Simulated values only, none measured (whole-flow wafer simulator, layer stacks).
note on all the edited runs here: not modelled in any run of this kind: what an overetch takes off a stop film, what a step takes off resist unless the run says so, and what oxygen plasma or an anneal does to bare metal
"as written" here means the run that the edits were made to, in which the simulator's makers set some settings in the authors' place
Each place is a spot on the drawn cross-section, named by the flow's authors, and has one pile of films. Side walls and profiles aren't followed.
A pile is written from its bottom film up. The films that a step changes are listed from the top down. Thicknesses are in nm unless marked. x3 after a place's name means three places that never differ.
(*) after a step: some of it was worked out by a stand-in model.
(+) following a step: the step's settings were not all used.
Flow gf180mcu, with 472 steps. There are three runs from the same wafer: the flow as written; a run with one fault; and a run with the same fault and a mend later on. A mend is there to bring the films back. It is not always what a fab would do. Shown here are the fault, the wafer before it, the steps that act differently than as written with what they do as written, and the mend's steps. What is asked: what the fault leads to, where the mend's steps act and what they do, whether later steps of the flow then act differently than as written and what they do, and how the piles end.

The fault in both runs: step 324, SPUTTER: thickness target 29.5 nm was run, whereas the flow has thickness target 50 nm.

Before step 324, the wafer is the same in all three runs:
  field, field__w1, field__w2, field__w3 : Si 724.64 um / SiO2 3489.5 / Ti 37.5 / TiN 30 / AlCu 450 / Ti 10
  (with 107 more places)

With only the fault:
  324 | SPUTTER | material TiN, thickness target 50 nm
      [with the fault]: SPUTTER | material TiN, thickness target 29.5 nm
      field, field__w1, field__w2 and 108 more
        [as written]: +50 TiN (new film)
        [with the fault]: +29.5 TiN (new film)
  Later steps of the flow acting differently than as written (2 other steps are not shown; they differ only slightly, by no more than 2% or 0.5 nm, whichever is larger):
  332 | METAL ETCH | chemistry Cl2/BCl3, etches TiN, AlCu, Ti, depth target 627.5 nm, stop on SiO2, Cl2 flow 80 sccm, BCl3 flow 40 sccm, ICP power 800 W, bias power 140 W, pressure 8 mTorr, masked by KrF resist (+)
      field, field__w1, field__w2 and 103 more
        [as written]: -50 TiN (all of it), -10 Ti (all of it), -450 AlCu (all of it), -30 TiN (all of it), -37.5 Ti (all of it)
        [with the fault]: -29.5 TiN (all of it), -10 Ti (all of it), -450 AlCu (all of it), -30 TiN (all of it), -37.5 Ti (all of it)
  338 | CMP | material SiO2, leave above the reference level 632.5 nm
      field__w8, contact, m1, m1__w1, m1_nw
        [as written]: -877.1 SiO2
        [with the fault]: -856.6 SiO2
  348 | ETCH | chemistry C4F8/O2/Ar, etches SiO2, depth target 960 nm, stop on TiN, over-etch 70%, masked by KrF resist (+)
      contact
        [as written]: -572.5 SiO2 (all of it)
        [with the fault]: -593 SiO2 (all of it)
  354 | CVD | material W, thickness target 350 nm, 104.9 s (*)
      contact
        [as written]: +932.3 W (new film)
        [with the fault]: +953 W (new film)
  At field__w8, contact, m1, m1__w1, m1_nw, the piles at the end differ from the flow's by more than 2% or 0.5 nm, whichever is larger.
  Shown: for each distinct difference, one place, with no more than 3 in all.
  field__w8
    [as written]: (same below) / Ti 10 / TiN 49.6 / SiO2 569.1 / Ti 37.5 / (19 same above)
    [with the fault]: (same below) / Ti 10 / TiN 29.1 / SiO2 589.6 / Ti 37.5 / (19 same above)
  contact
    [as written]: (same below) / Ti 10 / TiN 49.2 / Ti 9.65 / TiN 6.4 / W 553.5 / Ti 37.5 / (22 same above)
    [with the fault]: (same below) / Ti 10 / TiN 28.7 / Ti 9.54 / TiN 6.33 / W 574.2 / Ti 37.5 / (22 same above)

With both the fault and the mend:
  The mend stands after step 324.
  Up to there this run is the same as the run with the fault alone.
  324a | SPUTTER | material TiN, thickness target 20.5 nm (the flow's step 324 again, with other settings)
      field, field__w1, field__w2 and 108 more
        +20.5 TiN
  Later steps of the flow that are run all act as written at every place that is followed.
  At every place that both follow, the piles at the end match the flow's.
